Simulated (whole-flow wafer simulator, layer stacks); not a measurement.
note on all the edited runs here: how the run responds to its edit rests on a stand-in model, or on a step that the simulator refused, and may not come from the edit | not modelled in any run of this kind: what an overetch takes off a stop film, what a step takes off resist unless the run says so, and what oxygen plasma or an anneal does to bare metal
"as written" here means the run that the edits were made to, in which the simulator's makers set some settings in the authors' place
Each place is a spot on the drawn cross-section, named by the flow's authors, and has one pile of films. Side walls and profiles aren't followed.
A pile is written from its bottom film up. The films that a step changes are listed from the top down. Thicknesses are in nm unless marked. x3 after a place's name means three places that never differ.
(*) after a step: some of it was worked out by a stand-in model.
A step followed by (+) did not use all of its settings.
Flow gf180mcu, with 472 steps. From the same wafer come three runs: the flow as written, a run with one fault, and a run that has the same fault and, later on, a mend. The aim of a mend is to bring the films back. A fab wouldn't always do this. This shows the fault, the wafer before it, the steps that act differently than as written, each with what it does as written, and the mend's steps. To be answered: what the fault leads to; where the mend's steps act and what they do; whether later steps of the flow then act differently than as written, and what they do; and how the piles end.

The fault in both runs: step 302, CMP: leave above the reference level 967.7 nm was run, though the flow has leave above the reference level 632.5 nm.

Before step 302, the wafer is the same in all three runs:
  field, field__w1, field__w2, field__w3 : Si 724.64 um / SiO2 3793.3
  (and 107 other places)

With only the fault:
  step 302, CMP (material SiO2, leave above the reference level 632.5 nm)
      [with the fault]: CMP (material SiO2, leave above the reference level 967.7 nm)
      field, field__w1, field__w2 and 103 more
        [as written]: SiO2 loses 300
        [with the fault]: nothing
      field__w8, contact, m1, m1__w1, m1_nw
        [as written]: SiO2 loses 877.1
        [with the fault]: SiO2 loses 541.9
  Steps further on in the flow that do not act as written (7 other steps are not shown; they differ only slightly, by no more than 2% or 0.5 nm, whichever is larger):
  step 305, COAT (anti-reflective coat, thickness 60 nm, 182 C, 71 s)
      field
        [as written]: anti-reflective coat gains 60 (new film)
        [with the fault]: anti-reflective coat gains 74 (new film)
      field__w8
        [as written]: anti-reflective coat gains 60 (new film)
        [with the fault]: anti-reflective coat gains 40 (new film)
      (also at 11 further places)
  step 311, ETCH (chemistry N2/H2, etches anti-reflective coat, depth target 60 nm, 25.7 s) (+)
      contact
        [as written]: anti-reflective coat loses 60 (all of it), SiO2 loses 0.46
        [with the fault]: anti-reflective coat loses 40.9 (all of it), SiO2 loses 0.95
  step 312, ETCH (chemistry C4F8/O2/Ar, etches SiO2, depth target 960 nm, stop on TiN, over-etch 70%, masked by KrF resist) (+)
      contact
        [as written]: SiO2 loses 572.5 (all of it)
        [with the fault]: SiO2 loses 907.2 (all of it)
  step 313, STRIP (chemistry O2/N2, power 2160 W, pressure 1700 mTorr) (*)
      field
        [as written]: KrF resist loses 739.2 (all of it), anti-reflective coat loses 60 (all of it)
        [with the fault]: KrF resist loses 732.2 (all of it), anti-reflective coat loses 74 (all of it)
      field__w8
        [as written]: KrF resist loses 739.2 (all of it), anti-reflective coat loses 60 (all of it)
        [with the fault]: KrF resist loses 735.9 (all of it), anti-reflective coat loses 40 (all of it)
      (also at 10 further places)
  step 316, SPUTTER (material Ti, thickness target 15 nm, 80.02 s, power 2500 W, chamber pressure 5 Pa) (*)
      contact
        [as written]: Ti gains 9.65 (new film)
        [with the fault]: Ti gains 8.11 (new film)
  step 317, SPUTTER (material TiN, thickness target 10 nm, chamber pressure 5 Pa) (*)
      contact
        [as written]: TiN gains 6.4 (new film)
        [with the fault]: TiN gains 5.38 (new film)
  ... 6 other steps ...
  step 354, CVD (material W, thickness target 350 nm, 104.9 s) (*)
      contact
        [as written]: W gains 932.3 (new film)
        [with the fault]: W gains 966.4 (new film)
  At field, field__w1, field__w2 and 109 more, the piles at the end differ from the flow's by more than 2% or 0.5 nm, whichever is larger.
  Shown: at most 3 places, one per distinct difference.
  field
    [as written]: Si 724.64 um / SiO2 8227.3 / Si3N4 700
    [with the fault]: Si 724.64 um / SiO2 8561.1 / Si3N4 700
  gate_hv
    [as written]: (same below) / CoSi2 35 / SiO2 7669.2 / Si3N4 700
    [with the fault]: (same below) / CoSi2 35 / SiO2 8003 / Si3N4 700
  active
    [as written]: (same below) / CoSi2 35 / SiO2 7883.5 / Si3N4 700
    [with the fault]: (same below) / CoSi2 35 / SiO2 8217.3 / Si3N4 700

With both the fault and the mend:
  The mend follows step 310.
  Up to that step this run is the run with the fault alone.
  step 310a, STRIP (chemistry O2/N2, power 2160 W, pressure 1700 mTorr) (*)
      iso_ptap_pw, iso_ntap_nw, iso_nw_fld and 33 more
        KrF resist loses 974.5 (all of it), anti-reflective coat loses 60 (all of it)
      field_sub, field_sub__w1, field_sub__w2 and 15 more
        KrF resist loses 974.8 (all of it), anti-reflective coat loses 60.1 (all of it)
      field__w2, field__w3, field__w6 and 12 more
        KrF resist loses 974.9 (all of it), anti-reflective coat loses 60.1 (all of it)
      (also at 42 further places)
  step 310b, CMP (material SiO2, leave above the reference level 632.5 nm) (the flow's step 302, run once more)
      field, field__w1, field__w2 and 103 more
        SiO2 loses 300
      field__w8, contact, m1, m1__w1, m1_nw
        SiO2 loses 335.2
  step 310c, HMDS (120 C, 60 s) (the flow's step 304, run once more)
      alters no film at any place that is followed
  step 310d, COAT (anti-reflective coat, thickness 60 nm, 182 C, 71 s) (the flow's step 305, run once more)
      field, field__w1, field__w2 and 108 more
        anti-reflective coat gains 60 (new film)
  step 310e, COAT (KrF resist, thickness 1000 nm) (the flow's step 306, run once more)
      field, field__w1, field__w2 and 108 more
        KrF resist gains 1000 (new film)
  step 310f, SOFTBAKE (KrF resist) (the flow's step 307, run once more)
      alters no film at any place that is followed
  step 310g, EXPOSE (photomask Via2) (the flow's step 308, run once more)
      alters no film at any place that is followed
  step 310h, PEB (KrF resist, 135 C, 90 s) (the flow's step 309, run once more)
      field, field__w1, field__w2 and 108 more
        KrF resist loses 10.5
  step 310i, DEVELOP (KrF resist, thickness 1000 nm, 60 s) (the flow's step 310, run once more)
      field, field__w1, field__w2 and 107 more
        KrF resist loses 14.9
      contact
        KrF resist loses 989.5 (all of it)
  Every later step of the flow that is run acts as written at every place that is followed.
  By the end, the piles equal the flow's at every place that both follow.
